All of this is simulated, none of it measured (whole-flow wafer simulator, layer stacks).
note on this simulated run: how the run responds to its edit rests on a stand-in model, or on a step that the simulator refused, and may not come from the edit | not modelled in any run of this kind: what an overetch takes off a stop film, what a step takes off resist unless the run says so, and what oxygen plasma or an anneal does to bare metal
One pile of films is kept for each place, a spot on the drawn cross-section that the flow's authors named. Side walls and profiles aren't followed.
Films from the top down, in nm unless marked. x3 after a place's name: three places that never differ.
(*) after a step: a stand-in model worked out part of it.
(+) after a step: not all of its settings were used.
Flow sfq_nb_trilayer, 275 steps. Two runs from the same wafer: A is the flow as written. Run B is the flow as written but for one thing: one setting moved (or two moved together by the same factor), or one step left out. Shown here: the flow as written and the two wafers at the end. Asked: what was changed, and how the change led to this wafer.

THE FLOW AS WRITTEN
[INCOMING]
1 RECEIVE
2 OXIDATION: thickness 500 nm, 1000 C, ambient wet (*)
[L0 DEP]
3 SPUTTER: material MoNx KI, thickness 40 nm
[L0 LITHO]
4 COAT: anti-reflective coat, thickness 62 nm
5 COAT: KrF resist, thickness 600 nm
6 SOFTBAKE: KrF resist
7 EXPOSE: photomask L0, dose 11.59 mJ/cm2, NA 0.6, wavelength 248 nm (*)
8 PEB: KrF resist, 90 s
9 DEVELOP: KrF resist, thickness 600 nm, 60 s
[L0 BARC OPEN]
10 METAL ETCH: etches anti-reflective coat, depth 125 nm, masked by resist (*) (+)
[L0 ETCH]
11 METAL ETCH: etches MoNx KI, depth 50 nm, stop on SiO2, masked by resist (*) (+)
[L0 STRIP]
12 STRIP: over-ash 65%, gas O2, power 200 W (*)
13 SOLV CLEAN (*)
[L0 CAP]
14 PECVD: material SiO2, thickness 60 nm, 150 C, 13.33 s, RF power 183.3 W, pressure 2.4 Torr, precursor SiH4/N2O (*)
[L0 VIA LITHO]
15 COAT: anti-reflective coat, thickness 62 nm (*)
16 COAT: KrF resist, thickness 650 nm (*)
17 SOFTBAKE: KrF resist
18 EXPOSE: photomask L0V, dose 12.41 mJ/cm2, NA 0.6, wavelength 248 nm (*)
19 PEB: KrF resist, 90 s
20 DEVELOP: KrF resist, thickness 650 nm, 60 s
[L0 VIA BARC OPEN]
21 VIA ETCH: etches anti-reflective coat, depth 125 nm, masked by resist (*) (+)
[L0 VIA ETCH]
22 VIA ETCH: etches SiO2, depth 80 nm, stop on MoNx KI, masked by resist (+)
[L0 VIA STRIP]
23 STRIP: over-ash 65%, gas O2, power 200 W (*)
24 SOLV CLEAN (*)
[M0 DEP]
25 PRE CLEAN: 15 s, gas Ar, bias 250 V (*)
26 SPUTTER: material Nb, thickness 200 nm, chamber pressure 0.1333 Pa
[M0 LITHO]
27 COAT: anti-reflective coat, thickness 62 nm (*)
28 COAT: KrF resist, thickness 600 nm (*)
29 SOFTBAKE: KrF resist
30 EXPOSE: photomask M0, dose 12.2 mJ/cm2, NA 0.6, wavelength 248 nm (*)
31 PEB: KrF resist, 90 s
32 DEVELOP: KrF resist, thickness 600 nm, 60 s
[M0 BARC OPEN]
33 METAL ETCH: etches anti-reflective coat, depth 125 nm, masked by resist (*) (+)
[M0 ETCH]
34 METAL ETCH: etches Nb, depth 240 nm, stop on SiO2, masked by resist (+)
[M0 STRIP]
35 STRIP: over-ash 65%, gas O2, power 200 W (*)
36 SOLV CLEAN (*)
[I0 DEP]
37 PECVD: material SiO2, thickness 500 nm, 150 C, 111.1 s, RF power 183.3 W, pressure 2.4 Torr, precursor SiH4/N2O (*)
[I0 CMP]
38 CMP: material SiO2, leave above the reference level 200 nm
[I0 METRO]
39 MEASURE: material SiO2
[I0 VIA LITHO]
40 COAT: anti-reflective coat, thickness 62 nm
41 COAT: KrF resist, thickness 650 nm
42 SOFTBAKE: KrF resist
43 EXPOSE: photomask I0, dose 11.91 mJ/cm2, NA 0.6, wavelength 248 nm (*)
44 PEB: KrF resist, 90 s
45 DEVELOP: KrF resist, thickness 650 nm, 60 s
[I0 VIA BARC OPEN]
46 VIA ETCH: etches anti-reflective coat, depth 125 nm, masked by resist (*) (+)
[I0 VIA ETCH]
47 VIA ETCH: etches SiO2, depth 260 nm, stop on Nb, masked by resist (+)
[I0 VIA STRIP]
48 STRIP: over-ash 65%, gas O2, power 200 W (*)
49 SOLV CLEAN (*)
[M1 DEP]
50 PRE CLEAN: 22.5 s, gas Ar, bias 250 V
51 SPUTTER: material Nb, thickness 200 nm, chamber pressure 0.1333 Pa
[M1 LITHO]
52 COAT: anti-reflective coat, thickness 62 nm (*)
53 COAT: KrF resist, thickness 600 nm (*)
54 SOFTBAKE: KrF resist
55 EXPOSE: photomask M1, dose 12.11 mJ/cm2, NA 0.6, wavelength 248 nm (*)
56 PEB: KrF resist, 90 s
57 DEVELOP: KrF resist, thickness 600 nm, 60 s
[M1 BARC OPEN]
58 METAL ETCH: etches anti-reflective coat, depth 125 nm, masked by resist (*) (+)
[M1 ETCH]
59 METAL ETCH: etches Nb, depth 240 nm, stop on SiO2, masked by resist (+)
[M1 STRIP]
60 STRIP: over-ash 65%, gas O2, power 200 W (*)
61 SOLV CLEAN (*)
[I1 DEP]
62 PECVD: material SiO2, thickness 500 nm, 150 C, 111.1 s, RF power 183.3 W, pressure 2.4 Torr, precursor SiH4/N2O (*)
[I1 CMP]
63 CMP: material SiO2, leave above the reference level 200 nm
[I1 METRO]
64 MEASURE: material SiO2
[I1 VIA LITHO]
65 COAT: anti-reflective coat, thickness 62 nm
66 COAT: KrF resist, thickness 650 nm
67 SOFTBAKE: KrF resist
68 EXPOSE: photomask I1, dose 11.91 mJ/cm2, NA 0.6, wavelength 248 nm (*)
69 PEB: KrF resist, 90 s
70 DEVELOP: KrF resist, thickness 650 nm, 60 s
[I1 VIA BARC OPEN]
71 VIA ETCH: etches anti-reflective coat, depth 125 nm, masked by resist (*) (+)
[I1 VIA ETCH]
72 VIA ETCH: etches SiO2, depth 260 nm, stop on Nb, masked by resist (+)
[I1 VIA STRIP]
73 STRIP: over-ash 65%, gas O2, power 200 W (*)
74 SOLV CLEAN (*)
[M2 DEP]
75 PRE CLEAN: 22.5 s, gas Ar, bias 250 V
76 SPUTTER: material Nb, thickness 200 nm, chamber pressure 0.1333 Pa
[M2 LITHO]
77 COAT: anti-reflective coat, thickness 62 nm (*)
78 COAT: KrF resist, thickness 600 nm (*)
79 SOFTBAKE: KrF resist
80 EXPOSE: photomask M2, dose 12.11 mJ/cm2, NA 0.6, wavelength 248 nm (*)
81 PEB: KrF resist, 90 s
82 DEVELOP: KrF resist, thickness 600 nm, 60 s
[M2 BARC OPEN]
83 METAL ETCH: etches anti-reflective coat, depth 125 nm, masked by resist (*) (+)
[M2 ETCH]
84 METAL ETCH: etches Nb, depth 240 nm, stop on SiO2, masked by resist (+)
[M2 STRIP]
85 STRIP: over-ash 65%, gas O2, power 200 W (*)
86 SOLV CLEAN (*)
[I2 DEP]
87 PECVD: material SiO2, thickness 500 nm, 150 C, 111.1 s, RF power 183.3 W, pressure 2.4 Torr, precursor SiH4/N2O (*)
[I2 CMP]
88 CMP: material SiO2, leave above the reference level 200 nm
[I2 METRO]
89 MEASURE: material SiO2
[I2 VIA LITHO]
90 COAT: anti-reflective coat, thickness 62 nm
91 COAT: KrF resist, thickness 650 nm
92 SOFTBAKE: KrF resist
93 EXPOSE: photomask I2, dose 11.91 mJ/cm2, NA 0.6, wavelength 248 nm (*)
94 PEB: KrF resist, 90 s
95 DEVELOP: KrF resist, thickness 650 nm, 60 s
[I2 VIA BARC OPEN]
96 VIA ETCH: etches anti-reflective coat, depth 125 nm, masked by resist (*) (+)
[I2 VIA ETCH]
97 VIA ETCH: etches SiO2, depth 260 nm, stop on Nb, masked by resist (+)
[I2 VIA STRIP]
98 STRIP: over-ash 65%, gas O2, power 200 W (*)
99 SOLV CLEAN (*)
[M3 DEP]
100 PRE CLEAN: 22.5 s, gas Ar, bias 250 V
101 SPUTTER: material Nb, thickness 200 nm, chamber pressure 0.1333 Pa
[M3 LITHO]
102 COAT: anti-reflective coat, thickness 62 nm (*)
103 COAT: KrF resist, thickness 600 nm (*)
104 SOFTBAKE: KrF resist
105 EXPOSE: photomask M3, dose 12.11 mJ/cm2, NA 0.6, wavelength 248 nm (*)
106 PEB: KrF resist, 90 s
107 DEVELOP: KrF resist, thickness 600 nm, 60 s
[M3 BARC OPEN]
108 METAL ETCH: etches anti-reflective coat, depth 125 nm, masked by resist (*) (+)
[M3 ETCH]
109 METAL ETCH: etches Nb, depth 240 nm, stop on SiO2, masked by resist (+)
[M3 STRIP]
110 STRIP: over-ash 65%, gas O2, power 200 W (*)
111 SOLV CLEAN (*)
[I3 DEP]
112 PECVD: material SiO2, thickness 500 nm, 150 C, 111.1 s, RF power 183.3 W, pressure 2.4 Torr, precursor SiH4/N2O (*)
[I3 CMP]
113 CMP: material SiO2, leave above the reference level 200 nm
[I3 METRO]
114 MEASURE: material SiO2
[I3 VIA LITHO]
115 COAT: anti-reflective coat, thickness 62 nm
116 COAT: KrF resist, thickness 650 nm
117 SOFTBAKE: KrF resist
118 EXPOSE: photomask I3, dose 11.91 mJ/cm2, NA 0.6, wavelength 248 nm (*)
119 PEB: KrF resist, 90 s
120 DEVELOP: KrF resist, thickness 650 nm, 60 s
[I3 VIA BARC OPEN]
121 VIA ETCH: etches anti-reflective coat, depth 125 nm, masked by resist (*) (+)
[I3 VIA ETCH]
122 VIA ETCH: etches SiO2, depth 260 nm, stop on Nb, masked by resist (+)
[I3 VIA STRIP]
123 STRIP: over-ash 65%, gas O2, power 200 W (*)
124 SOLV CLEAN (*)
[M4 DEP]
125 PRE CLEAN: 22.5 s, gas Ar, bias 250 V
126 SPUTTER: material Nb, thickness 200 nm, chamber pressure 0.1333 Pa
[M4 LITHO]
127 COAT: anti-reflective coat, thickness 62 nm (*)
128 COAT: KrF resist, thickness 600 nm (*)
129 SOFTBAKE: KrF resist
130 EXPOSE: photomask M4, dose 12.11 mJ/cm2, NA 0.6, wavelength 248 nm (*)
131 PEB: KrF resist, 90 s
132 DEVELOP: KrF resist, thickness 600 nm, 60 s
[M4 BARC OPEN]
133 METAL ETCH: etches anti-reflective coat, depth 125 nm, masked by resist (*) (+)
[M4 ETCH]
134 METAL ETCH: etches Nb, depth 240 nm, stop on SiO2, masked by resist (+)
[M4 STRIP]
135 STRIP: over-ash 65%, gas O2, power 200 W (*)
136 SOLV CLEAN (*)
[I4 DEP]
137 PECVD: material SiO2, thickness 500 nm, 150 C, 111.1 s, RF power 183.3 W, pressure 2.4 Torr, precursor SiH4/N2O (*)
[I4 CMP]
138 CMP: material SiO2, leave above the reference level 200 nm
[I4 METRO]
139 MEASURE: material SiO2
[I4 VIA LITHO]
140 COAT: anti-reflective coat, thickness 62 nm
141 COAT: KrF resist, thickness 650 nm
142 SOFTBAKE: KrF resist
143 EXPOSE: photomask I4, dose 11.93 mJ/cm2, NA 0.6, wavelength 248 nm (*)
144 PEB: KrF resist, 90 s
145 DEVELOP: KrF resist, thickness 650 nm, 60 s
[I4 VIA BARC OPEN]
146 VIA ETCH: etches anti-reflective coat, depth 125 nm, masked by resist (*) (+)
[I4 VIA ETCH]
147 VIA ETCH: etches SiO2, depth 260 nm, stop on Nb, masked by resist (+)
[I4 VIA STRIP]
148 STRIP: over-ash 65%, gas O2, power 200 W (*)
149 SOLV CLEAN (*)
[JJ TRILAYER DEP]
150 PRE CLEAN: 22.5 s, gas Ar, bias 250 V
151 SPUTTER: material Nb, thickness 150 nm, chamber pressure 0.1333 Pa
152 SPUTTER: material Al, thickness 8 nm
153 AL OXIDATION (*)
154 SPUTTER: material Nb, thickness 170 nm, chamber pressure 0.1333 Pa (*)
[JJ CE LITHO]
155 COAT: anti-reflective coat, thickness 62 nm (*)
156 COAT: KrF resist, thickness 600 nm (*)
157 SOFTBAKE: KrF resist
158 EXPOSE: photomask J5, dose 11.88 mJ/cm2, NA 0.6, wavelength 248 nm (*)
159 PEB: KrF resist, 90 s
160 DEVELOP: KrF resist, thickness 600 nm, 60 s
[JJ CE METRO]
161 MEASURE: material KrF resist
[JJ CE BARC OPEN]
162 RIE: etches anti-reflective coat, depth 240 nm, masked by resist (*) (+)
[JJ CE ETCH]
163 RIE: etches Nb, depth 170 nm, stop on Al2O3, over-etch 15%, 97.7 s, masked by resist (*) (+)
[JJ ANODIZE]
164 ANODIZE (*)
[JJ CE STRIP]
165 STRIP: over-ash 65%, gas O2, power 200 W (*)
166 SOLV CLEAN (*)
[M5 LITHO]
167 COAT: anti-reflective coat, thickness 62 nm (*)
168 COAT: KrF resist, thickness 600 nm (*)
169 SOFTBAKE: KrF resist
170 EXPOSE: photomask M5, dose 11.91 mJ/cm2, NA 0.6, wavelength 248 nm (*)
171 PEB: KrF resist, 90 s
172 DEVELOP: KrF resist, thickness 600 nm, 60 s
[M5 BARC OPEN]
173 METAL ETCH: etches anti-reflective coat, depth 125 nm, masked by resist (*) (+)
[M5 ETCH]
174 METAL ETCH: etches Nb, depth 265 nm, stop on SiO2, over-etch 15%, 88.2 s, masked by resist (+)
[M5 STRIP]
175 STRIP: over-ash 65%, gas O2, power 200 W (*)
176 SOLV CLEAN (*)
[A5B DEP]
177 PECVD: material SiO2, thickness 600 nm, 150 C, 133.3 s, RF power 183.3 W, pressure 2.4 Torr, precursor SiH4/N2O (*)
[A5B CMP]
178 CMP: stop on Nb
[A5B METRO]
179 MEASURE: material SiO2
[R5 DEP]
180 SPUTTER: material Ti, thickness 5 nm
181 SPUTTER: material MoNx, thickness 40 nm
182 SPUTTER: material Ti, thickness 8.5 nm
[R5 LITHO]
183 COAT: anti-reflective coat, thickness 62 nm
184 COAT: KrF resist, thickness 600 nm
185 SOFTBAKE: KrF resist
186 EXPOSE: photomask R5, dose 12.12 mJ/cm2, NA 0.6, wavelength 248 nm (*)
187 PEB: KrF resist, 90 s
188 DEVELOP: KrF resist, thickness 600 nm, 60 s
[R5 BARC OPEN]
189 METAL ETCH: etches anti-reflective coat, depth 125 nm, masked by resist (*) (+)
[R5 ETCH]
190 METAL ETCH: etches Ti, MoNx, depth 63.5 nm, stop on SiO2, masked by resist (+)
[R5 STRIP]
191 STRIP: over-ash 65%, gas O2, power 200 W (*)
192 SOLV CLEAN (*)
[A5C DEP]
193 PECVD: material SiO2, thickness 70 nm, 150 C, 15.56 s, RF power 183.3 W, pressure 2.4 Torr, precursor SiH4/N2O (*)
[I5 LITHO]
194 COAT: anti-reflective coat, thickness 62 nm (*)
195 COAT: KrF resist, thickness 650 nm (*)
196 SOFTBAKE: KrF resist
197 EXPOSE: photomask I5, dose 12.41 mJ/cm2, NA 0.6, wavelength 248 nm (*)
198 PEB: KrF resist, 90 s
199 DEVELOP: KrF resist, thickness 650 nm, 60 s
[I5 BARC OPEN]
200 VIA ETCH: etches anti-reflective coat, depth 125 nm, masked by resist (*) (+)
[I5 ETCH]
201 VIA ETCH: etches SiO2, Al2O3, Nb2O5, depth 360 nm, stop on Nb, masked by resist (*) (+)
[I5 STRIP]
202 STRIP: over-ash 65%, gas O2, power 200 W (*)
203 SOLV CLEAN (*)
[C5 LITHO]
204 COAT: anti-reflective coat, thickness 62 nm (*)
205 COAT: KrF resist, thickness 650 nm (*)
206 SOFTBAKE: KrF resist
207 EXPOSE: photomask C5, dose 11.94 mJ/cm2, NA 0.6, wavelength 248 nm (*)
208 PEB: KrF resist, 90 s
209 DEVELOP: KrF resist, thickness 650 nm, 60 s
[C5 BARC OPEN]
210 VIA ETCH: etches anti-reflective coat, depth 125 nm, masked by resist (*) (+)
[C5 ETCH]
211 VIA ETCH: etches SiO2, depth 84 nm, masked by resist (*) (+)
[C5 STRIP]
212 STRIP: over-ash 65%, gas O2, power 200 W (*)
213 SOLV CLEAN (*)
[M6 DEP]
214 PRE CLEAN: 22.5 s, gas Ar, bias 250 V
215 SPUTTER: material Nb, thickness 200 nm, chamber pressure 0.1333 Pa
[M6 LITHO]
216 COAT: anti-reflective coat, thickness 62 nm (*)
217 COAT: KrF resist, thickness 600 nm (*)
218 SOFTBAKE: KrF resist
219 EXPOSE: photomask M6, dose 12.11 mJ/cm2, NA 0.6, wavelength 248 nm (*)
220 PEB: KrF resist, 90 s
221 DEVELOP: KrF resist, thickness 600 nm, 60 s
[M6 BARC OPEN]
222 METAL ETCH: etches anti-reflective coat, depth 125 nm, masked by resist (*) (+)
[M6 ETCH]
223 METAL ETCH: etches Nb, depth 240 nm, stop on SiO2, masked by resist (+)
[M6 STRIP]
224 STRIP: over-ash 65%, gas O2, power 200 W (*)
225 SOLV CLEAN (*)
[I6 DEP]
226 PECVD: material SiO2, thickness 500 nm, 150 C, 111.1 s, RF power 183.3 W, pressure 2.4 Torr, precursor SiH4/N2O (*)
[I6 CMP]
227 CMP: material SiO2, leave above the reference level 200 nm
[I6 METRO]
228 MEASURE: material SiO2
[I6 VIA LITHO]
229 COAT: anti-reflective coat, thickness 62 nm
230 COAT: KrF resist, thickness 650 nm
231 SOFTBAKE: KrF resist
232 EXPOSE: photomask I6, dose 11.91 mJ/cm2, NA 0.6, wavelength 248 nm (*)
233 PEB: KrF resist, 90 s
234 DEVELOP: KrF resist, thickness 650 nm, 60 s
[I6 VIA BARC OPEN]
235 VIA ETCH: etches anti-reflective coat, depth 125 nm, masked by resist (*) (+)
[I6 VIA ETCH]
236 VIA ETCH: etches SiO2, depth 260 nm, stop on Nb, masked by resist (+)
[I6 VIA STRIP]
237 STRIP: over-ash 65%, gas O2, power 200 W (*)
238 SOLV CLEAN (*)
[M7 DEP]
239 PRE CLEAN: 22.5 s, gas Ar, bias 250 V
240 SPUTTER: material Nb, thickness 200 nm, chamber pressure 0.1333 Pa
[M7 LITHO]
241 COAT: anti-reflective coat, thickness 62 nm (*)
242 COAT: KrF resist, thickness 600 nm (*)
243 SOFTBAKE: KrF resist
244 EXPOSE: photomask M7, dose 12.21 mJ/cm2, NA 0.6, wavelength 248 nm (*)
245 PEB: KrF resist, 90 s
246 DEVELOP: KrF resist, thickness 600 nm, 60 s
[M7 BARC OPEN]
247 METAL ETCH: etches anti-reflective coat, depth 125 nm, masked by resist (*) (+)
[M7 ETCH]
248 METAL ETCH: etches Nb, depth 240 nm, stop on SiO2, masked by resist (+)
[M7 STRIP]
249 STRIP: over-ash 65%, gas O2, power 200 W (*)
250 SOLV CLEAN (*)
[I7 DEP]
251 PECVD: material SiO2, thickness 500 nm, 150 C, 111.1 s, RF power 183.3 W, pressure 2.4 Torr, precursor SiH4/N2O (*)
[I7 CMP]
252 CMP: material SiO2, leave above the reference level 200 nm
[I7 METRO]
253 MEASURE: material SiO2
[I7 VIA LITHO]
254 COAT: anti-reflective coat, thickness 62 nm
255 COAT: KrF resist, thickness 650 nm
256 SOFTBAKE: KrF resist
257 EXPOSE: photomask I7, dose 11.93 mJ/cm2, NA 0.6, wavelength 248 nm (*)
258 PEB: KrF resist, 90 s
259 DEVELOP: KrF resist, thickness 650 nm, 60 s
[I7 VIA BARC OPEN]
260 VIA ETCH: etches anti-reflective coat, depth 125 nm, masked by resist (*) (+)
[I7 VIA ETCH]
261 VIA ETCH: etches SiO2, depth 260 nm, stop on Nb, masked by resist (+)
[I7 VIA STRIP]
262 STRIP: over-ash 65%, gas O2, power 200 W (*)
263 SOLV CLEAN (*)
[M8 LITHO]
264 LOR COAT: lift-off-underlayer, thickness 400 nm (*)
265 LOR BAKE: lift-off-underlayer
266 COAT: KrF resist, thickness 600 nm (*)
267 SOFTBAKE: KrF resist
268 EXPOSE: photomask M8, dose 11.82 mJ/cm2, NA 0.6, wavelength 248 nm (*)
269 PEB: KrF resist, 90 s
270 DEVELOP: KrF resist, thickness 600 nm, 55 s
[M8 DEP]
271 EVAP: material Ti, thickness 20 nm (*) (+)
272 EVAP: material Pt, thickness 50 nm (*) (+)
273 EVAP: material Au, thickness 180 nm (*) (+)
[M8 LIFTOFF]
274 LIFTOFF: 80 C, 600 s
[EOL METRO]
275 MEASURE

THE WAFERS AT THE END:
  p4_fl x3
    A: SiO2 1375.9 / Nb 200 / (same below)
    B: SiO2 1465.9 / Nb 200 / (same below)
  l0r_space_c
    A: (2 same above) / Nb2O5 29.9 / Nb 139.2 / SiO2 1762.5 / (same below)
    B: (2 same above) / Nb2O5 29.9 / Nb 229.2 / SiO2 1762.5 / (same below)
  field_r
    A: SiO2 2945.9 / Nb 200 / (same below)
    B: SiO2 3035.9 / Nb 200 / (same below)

The cause: step 151, SPUTTER: thickness 240 nm was run, where the flow has thickness 150 nm.

How the change led to this, step by step:
  151 SPUTTER: material Nb, thickness 150 nm, chamber pressure 0.1333 Pa
      field_l, v_sur, via_sp and 100 more: A Nb +150 (new film) | B Nb +240 (new film)
      via_wl, via_w, via_wr: A Nb +130.4 | B Nb +209.9
  154 SPUTTER: material Nb, thickness 170 nm, chamber pressure 0.1333 Pa (*)
      via_wl, via_wr: A Nb +140.7 (new film) | B Nb +109.6 (new film)
      via_w: A Nb +141 (new film) | B Nb +155.1 (new film)
  155 COAT: anti-reflective coat, thickness 62 nm (*)
      via_wl, via_wr: A anti-reflective coat +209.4 (new film) | B anti-reflective coat +268.5 (new film)
      via_w: A anti-reflective coat +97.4 (new film) | B anti-reflective coat +103.6 (new film)
  156 COAT: KrF resist, thickness 600 nm (*)
      via_wl: A KrF resist +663 (new film) | B KrF resist +647.7 (new film)
      via_wr: A KrF resist +663.2 (new film) | B KrF resist +647.9 (new film)
  160 DEVELOP: KrF resist, thickness 600 nm, 60 s
      via_wl: A KrF resist -661.6 (all of it) | B KrF resist -646.3 (all of it)
      via_wr: A KrF resist -661.8 (all of it) | B KrF resist -646.5 (all of it)
  162 RIE: etches anti-reflective coat, depth 240 nm, masked by resist (*) (+)
      via_wl, via_wr: A anti-reflective coat -209.4 (all of it) | B anti-reflective coat -240
      ce_l, c5j, ce_r, wl_jj: A KrF resist -209.4 | B KrF resist -240
      (and at 1 more place)
  163 RIE: etches Nb, depth 170 nm, stop on Al2O3, over-etch 15%, 97.7 s, masked by resist (*) (+)
      via_wl, via_wr: A Nb -140.7 (all of it), Al2O3 -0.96 (all of it) | B anti-reflective coat -28.5 (all of it), Nb -109.6 (all of it)
      via_w: A Nb -141 (all of it), Al2O3 -0.96 (all of it) | B Nb -155.1 (all of it), Al2O3 -0.96 (all of it)
  164 ANODIZE (*)
      via_wl, via_wr: A Al2O3 +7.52 (new film), Nb2O5 +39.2 (new film), Al -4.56 (all of it), Nb -14.1 | B Al2O3 +7.88, Nb2O5 +36.8 (new film), Al -4.78 (all of it), Nb -13.2
      via_w: A Al2O3 +10.8 (new film), Nb2O5 +33.3 (new film), Al -6.54 (all of it), Nb -12 | B Al2O3 +11.2 (new film), Nb2O5 +32.6 (new film), Al -6.8 (all of it), Nb -11.7
  165 STRIP: over-ash 65%, gas O2, power 200 W (*)
      ce_l: A KrF resist -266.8 (all of it), anti-reflective coat -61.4 (all of it) | B KrF resist -236.2 (all of it), anti-reflective coat -61.5 (all of it)
      c5j: A KrF resist -266.9 (all of it), anti-reflective coat -61.5 (all of it) | B KrF resist -236.3 (all of it), anti-reflective coat -61.5 (all of it)
      (and at 2 more places)
  167 COAT: anti-reflective coat, thickness 62 nm (*)
      v_sur: A anti-reflective coat +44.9 (new film) | B anti-reflective coat +41 (new film)
      via_wl: A anti-reflective coat +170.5 (new film) | B anti-reflective coat +156.5 (new film)
      (and at 3 more places)
  168 COAT: KrF resist, thickness 600 nm (*)
      via_wl: A KrF resist +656 (new film) | B KrF resist +673.3 (new film)
      via_wr: A KrF resist +656.6 (new film) | B KrF resist +674.2 (new film)
  174 METAL ETCH: etches Nb, depth 265 nm, stop on SiO2, over-etch 15%, 88.2 s, masked by resist (+)
      r_sur, res, r_end and 48 more: A Al2O3 -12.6 (all of it), Nb2O5 -29.9 (all of it), Nb -139.2 (all of it), SiO2 -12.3 | B Al2O3 -12.6 (all of it), Nb2O5 -29.9 (all of it), Nb -229.2 (all of it), SiO2 -3.29
      field_l, wl_a_sl: A Al2O3 -12.6 (all of it), Nb2O5 -29.9 (all of it), Nb -139.2 (all of it), SiO2 -12.3 | B Al2O3 -12.6 (all of it), Nb2O5 -29.9 (all of it), Nb -229.2 (all of it), SiO2 -3.3
  175 STRIP: over-ash 65%, gas O2, power 200 W (*)
      v_sur: A KrF resist -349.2 (all of it), anti-reflective coat -44.9 (all of it) | B KrF resist -347.5 (all of it), anti-reflective coat -41 (all of it)
      via_wl: A KrF resist -427 (all of it), anti-reflective coat -170.5 (all of it) | B KrF resist -444.3 (all of it), anti-reflective coat -156.5 (all of it)
      (and at 3 more places)
  178 CMP: stop on Nb
      field_l, p4_fl x3, p4_w1 x9 and 26 more: A SiO2 -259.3 | B SiO2 -178.3
      r_sur, res, r_end, moat, field_r, lsp_l: A SiO2 -252.3 | B SiO2 -168.3
      (and at 11 more places)
